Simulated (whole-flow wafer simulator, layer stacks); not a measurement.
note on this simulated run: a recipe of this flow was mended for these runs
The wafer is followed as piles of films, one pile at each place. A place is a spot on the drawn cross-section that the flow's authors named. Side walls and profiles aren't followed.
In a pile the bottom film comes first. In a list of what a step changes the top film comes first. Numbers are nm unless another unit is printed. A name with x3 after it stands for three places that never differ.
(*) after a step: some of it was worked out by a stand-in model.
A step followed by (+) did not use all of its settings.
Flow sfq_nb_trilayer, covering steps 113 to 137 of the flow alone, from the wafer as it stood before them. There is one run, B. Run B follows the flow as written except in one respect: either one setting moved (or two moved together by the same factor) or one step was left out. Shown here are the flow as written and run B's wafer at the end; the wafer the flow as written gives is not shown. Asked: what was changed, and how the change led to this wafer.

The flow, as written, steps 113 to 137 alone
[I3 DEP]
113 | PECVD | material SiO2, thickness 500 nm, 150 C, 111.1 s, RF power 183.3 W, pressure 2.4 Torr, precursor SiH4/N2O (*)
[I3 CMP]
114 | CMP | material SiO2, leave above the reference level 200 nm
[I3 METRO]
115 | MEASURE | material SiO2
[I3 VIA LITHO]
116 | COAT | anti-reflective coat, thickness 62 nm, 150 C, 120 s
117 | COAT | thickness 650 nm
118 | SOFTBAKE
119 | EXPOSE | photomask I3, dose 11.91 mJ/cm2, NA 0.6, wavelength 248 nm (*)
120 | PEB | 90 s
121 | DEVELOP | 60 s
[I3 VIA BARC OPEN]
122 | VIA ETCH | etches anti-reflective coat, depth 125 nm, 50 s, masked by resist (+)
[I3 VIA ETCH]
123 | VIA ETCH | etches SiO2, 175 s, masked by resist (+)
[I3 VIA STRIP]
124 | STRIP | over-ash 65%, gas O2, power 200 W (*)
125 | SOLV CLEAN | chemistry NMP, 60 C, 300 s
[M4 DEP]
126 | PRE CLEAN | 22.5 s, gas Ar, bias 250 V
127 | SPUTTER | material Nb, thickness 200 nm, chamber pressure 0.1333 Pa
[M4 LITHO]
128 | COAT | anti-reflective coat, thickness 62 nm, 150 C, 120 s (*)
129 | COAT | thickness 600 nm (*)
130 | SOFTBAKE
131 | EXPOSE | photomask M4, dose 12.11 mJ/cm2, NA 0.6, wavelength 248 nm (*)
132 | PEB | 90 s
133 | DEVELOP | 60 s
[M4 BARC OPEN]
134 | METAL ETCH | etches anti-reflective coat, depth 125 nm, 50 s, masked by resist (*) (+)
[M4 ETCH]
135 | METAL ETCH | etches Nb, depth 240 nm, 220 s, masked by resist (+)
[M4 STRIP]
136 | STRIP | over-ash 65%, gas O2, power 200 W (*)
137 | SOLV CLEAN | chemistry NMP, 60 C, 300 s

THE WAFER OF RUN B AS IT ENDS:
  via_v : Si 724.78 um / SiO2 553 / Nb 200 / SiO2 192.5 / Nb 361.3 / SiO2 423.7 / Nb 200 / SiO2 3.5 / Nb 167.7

The reason: step 123, VIA ETCH: 127 s was run, whereas the flow has 175 s.

Step by step, how the change led to this:
  123 | VIA ETCH | etches SiO2, 175 s, masked by resist (+)
      via_v: SiO2 loses 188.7 (it would be, as written: SiO2 loses 199.7 (all of it), Nb loses 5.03)
      field_l, v_sur, via_wl and 102 more: KrF-resist-other-grade loses 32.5 (it would be, as written: KrF-resist-other-grade loses 44.8)
  124 | STRIP | over-ash 65%, gas O2, power 200 W (*)
      field_l, v_sur, via_wl and 102 more: KrF-resist-other-grade loses 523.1 (all of it), anti-reflective coat loses 62 (all of it) (it would be, as written: KrF-resist-other-grade loses 510.8 (all of it), anti-reflective coat loses 62 (all of it))
  126 | PRE CLEAN | 22.5 s, gas Ar, bias 250 V
      via_v: SiO2 loses 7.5 (it would be, as written: Nb loses 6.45)
  127 | SPUTTER | material Nb, thickness 200 nm, chamber pressure 0.1333 Pa
      via_v: Nb gains 167.7 (new film) (it would be, as written: Nb gains 164.5)
  128 | COAT | anti-reflective coat, thickness 62 nm, 150 C, 120 s (*)
      via_wr: anti-reflective coat gains 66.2 (new film) (it would be, as written: anti-reflective coat gains 68.3 (new film))
      via_sp: anti-reflective coat gains 38.9 (new film) (it would be, as written: anti-reflective coat gains 41.4 (new film))
      (and at 3 other places as well)
  134 | METAL ETCH | etches anti-reflective coat, depth 125 nm, 50 s, masked by resist (*) (+)
      be: anti-reflective coat loses 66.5 (all of it) (it would be, as written: anti-reflective coat loses 68.4 (all of it))
  136 | STRIP | over-ash 65%, gas O2, power 200 W (*)
      via_wr: KrF-resist-other-grade loses 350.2 (all of it), anti-reflective coat loses 66.2 (all of it) (it would be, as written: KrF-resist-other-grade loses 348.5 (all of it), anti-reflective coat loses 68.3 (all of it))
      via_sp: KrF-resist-other-grade loses 366.8 (all of it), anti-reflective coat loses 38.9 (all of it) (it would be, as written: KrF-resist-other-grade loses 364.7 (all of it), anti-reflective coat loses 41.4 (all of it))
      (and at 2 other places as well)
If metal films that touch count as one body, via_v has 4 bodies (between them, from the top down: SiO2 3.5; SiO2 423.7; SiO2 192.5); the flow as written gives 3 bodies (between them, from the top down: SiO2 423.7; SiO2 192.5).
